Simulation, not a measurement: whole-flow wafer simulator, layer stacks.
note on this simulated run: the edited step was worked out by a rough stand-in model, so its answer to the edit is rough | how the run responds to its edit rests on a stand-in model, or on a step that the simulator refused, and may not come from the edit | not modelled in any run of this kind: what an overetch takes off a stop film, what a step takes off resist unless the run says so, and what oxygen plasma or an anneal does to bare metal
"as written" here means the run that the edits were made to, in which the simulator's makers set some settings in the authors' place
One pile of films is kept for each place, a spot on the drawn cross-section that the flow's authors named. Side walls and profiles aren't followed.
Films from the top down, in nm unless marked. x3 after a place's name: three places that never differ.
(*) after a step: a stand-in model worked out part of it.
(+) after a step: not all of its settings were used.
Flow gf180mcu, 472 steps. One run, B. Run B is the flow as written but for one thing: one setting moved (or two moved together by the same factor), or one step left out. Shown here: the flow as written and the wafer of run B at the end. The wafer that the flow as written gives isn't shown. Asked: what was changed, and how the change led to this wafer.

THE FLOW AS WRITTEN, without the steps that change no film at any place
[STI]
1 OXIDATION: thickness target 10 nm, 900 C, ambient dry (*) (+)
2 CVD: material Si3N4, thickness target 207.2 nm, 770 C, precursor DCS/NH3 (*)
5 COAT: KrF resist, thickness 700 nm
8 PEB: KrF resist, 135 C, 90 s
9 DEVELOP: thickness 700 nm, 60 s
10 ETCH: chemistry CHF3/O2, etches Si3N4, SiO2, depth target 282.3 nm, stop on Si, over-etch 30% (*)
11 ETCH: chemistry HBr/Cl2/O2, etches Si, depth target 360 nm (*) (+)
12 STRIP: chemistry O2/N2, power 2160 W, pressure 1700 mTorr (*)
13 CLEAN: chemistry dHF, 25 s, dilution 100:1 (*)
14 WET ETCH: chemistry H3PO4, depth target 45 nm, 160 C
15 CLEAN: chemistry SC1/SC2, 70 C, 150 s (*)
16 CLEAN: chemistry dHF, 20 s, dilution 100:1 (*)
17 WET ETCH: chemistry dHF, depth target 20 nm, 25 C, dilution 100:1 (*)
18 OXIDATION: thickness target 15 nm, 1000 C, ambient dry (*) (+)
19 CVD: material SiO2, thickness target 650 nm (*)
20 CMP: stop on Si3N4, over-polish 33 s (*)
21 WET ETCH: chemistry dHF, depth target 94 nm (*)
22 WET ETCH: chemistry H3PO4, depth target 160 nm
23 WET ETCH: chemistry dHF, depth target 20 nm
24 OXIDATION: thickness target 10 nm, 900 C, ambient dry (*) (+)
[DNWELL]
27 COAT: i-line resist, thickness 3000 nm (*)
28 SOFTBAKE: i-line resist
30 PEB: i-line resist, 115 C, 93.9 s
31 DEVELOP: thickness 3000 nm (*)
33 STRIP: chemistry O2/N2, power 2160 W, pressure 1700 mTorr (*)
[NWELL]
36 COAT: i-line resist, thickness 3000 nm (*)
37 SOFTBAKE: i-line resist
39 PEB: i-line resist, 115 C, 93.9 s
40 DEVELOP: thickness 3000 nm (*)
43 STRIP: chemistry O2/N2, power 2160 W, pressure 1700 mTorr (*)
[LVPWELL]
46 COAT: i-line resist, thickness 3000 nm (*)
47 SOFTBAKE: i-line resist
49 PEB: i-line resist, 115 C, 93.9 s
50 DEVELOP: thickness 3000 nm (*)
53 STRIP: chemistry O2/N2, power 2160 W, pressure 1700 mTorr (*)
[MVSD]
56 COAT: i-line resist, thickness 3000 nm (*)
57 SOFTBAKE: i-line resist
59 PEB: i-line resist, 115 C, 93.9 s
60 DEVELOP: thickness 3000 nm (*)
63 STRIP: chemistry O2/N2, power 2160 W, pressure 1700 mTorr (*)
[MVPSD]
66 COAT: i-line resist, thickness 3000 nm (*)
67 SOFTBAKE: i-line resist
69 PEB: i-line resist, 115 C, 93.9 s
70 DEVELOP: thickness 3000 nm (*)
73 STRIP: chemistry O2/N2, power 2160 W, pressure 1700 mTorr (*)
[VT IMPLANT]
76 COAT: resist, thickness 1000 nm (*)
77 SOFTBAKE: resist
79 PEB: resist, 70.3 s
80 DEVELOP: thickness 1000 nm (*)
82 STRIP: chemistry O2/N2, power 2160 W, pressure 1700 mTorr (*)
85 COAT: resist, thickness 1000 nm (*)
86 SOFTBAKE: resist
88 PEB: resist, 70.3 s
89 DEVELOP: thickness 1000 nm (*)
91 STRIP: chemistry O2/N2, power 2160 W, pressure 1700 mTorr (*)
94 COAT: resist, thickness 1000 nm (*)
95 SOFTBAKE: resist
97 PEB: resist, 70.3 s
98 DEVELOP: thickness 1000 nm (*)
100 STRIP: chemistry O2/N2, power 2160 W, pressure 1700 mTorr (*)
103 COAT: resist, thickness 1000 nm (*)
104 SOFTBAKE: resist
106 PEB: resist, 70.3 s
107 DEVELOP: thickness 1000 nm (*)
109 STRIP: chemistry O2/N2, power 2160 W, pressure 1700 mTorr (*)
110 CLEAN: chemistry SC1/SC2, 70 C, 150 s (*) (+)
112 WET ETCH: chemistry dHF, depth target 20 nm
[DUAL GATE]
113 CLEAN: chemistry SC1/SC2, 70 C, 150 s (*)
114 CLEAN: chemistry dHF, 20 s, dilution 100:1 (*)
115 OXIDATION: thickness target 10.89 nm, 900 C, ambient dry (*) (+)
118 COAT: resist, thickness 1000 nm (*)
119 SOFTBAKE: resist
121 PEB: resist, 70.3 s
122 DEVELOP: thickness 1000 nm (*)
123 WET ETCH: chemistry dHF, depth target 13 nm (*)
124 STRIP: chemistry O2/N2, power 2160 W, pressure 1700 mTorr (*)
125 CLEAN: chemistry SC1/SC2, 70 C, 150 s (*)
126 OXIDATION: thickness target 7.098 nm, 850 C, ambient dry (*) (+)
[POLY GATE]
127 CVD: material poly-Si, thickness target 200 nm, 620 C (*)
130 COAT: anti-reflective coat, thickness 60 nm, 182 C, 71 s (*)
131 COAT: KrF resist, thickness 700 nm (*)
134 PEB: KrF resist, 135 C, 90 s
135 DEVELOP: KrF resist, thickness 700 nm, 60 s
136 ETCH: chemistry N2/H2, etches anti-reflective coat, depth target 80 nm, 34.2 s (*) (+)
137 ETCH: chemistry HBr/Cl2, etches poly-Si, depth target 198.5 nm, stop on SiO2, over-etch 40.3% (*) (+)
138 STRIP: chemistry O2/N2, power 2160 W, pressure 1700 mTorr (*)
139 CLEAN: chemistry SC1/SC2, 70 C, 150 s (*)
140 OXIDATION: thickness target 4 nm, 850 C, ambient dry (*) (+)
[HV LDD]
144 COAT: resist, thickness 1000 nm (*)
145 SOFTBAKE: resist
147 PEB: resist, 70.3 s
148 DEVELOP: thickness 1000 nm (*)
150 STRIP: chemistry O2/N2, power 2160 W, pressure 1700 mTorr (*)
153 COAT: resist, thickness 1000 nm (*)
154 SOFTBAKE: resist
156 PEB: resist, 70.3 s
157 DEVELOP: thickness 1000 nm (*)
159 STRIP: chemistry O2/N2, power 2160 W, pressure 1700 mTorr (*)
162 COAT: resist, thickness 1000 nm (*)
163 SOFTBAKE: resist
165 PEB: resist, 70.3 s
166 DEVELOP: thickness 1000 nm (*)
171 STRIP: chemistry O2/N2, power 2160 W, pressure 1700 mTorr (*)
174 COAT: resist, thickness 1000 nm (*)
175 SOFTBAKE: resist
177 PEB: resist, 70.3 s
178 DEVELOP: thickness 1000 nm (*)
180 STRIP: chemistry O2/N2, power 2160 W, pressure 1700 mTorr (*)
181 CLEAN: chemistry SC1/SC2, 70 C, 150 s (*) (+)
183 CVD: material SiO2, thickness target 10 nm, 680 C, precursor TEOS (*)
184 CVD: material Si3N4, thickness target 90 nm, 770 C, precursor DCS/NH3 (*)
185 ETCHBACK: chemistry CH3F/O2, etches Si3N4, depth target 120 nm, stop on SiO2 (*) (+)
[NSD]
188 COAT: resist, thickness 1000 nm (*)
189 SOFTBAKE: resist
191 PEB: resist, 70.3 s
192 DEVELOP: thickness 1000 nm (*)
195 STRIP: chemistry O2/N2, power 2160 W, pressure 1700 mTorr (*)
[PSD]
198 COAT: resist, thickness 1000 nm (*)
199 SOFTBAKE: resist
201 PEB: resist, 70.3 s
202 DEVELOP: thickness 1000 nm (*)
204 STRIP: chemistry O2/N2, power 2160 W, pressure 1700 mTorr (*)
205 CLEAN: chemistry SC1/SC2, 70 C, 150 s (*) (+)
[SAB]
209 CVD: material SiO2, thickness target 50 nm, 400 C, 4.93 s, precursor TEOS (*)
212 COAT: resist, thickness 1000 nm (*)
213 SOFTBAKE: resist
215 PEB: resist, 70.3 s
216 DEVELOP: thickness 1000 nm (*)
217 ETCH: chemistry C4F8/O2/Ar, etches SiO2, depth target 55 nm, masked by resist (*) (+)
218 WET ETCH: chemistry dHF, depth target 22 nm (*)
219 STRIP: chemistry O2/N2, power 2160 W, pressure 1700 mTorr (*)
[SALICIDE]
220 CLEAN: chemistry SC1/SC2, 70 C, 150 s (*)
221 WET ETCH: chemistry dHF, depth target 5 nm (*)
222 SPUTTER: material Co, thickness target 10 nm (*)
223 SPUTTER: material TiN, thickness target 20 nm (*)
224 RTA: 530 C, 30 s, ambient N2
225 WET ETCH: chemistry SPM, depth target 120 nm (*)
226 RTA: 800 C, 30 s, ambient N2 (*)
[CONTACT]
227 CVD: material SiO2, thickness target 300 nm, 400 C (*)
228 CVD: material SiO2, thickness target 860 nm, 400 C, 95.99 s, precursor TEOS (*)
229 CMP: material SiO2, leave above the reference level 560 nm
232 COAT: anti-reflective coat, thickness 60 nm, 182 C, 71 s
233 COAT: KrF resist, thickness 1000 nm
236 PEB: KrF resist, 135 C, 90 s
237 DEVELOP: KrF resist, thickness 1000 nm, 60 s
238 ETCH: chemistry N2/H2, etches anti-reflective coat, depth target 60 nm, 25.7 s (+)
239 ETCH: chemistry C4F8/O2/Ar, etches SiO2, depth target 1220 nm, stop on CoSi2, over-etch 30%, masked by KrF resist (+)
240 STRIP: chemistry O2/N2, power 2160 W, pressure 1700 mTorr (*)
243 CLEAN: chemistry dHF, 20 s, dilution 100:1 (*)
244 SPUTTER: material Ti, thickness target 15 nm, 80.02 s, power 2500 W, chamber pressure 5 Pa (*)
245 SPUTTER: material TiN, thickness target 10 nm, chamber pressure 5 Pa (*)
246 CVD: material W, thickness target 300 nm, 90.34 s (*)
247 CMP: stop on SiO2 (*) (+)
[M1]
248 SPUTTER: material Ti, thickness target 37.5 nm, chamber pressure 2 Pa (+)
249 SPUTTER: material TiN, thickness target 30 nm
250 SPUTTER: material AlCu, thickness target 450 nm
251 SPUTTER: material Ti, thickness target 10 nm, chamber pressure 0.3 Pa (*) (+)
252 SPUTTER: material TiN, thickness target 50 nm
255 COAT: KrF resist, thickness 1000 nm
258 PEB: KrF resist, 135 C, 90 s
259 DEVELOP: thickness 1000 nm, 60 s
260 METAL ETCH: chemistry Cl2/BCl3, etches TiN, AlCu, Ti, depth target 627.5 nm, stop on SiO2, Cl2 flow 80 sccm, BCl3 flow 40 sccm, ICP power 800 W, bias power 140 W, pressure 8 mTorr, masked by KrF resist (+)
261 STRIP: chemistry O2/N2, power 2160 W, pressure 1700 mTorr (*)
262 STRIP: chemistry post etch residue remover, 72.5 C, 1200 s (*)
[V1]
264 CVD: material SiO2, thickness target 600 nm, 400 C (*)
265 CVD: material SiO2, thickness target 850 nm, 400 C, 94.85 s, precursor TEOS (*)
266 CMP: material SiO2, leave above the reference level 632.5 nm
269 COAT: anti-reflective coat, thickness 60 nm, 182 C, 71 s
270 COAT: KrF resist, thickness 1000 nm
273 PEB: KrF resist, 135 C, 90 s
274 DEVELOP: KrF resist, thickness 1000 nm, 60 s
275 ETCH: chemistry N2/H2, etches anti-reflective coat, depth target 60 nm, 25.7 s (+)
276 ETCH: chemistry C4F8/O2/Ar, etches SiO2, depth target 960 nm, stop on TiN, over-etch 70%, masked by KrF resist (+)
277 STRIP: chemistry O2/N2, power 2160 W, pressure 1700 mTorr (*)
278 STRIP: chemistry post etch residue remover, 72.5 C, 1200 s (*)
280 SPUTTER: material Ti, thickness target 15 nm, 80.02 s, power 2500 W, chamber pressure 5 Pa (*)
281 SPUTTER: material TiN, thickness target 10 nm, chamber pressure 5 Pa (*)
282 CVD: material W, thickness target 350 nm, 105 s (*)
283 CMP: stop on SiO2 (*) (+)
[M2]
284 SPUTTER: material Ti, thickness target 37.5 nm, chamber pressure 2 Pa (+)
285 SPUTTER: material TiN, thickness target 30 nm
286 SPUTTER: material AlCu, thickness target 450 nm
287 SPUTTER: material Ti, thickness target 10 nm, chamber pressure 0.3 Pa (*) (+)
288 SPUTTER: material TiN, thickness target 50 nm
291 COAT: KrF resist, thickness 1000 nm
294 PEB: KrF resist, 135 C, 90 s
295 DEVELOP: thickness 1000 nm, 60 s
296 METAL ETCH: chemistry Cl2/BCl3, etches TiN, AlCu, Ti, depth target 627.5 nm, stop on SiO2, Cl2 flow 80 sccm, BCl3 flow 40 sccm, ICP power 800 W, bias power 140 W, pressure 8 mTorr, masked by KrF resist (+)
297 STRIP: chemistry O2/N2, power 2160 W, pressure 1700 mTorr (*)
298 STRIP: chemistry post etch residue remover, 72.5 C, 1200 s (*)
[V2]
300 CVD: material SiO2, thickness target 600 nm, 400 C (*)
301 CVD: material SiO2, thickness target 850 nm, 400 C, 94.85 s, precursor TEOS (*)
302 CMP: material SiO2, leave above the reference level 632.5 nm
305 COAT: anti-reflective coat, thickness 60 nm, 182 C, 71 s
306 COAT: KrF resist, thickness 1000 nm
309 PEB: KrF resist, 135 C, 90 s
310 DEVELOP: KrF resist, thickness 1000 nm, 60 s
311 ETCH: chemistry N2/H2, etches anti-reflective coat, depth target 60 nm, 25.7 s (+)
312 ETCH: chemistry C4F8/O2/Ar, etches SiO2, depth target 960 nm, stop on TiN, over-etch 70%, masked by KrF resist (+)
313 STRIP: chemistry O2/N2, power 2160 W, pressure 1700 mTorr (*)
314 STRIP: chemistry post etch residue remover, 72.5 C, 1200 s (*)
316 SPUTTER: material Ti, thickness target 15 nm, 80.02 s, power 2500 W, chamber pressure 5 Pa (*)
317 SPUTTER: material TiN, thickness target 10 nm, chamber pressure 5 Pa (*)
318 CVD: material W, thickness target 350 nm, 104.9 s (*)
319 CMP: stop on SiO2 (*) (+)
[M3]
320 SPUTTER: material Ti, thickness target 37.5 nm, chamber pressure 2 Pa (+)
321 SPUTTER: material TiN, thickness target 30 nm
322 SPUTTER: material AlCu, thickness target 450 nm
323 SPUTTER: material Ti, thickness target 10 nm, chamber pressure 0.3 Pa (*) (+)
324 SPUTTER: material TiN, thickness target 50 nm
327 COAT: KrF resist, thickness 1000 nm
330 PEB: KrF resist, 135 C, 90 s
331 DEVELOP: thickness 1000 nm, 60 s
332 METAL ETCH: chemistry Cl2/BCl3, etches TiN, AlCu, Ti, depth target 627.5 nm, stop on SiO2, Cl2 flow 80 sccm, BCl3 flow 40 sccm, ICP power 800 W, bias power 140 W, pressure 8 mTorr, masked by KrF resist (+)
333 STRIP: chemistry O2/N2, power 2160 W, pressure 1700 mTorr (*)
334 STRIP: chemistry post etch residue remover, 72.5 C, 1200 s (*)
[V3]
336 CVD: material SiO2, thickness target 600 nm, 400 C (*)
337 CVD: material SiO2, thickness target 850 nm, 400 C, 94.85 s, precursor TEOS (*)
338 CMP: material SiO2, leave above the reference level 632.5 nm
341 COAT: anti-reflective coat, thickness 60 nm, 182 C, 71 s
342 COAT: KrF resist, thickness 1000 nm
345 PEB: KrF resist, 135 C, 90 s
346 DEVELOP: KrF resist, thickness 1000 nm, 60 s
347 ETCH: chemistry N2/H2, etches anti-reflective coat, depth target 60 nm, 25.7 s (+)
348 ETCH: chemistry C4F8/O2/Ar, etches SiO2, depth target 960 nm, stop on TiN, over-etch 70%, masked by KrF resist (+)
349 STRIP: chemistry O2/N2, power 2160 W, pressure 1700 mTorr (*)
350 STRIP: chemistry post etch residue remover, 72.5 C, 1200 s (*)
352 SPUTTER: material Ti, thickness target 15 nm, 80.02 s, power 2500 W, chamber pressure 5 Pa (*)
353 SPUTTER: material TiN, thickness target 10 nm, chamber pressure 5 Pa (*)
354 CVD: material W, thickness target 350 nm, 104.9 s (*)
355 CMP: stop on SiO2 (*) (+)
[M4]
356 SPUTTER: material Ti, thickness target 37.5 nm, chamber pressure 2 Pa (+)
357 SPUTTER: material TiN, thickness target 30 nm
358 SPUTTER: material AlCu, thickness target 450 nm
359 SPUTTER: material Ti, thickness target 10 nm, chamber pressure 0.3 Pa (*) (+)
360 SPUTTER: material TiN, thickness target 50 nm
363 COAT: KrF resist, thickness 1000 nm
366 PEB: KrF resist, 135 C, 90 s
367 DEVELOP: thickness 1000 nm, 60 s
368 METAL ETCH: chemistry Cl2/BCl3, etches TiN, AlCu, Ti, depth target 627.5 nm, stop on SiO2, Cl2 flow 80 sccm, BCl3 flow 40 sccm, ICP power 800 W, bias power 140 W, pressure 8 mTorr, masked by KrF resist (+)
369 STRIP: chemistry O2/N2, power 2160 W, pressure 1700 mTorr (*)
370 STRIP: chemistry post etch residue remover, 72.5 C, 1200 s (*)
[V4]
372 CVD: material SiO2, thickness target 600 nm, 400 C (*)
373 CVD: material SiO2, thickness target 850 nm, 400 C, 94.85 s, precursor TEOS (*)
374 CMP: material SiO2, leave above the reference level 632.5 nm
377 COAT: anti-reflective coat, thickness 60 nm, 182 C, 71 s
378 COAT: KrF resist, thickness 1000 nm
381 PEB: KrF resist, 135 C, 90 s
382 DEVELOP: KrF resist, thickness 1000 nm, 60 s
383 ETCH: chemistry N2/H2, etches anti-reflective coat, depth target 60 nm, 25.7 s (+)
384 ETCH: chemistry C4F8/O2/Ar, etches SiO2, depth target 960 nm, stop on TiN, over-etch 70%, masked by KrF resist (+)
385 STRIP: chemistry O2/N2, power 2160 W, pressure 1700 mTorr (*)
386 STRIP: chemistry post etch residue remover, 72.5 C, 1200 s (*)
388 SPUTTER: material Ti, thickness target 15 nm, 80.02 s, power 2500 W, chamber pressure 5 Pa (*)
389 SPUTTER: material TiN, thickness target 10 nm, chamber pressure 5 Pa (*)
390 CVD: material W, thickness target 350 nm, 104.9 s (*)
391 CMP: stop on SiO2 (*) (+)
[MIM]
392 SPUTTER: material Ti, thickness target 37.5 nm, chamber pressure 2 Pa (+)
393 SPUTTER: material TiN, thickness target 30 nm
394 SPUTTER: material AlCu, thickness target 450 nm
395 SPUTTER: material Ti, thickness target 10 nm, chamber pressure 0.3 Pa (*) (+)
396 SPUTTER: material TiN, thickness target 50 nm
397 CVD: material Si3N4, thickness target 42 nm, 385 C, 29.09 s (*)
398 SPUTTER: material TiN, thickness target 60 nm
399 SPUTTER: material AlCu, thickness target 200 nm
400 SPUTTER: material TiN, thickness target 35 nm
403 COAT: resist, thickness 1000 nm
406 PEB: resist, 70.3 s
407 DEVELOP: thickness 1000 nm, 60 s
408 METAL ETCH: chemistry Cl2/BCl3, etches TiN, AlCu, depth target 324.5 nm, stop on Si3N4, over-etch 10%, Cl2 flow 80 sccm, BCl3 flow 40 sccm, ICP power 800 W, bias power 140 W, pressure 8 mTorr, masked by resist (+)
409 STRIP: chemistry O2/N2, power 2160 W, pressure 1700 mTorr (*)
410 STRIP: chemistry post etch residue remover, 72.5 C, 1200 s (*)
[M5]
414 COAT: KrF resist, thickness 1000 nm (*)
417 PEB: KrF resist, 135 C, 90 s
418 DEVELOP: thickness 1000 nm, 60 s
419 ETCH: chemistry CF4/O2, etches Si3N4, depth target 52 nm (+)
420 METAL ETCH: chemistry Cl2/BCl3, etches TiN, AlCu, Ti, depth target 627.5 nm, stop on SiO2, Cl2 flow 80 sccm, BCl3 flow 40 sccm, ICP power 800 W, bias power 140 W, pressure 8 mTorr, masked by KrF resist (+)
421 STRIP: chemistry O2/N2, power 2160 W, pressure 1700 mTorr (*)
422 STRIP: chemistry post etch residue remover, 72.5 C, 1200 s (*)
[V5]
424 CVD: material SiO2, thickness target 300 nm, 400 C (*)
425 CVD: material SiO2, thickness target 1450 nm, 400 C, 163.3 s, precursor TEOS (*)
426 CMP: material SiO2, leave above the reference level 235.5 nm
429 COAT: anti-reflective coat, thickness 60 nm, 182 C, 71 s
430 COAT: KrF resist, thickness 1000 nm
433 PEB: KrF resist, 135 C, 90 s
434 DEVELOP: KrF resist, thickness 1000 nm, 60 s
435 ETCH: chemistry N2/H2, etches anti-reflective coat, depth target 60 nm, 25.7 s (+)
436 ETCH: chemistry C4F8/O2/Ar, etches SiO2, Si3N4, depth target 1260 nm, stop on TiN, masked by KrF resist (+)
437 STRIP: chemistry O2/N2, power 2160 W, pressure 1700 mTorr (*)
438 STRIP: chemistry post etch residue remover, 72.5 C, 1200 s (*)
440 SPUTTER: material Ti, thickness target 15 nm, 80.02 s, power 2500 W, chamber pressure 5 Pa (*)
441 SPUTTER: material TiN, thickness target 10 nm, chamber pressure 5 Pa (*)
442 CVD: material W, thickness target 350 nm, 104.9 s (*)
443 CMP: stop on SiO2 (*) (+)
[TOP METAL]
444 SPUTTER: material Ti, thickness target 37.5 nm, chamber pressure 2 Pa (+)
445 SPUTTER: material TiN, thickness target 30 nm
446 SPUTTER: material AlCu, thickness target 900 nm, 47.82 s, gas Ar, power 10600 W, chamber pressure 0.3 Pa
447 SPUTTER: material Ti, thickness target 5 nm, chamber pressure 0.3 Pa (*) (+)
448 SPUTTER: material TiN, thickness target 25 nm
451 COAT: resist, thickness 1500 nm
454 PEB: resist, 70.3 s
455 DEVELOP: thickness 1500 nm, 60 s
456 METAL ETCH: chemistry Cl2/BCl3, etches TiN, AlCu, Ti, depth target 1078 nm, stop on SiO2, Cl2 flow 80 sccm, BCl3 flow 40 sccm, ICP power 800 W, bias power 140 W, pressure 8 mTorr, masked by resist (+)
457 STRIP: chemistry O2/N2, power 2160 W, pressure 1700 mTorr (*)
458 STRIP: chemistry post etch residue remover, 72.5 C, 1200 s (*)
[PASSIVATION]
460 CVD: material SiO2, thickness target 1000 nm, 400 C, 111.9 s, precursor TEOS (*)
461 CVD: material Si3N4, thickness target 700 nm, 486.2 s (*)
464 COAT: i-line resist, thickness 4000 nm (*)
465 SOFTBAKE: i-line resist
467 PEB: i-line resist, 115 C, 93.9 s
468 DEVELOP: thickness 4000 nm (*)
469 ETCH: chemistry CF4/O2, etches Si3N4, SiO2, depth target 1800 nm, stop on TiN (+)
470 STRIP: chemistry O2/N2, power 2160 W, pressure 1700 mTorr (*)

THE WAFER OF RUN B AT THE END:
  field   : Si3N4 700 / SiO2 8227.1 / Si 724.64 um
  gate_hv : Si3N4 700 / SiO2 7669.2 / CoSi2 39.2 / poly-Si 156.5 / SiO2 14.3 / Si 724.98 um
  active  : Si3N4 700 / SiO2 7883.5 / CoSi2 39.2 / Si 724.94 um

The cause: step 222, SPUTTER: thickness target 11.2 nm was run, where the flow has thickness target 10 nm.

How the change led to this, step by step:
  222 SPUTTER: material Co, thickness target 10 nm (*)
      field, field__w7, field__w8 and 72 more: Co +11.2 (new film) (as written it would be: Co +10 (new film))
      field__w6, field_sub, field_sub__w2: Co +11.1 (new film) (as written it would be: Co +9.95 (new film))
      (and at 33 more places)
  223 SPUTTER: material TiN, thickness target 20 nm (*)
      field__w12: TiN +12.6 (new film) (as written it would be: TiN +12 (new film))
  224 RTA: 530 C, 30 s, ambient N2
      gate, gate_hv, gate_p and 22 more: under 1 film: CoSi +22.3 (new film), Co -11.2 (all of it), poly-Si -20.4 (as written it would be: under 1 film: CoSi +19.9 (new film), Co -10 (all of it), poly-Si -18.2)
      active, p_well, sd_n and 11 more: under 1 film: CoSi +22.3 (new film), Co -11.2 (all of it), Si -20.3 (as written it would be: under 1 film: CoSi +19.9 (new film), Co -10 (all of it), Si -18.1)
      (and at 10 more places)
  225 WET ETCH: chemistry SPM, depth target 120 nm (*)
      field, field__w7, field__w8 and 32 more: TiN -20 (all of it), Co -11.2 (all of it) (as written it would be: TiN -20 (all of it), Co -10 (all of it))
      field__w9, nw_enc_fld_lv__w3: TiN -19.1 (all of it), Co -10.8 (all of it) (as written it would be: TiN -19.1 (all of it), Co -9.6 (all of it))
      (and at 25 more places)
  226 RTA: 800 C, 30 s, ambient N2 (*)
      gate, gate_hv, gate_p and 22 more: CoSi2 +39.2 (new film), CoSi -22.3 (all of it), poly-Si -20.4 (as written it would be: CoSi2 +35 (new film), CoSi -19.9 (all of it), poly-Si -18.2)
      active, p_well, sd_n and 11 more: CoSi2 +39.2 (new film), CoSi -22.3 (all of it), Si -20.3 (as written it would be: CoSi2 +35 (new film), CoSi -19.9 (all of it), Si -18.1)
      (and at 10 more places)
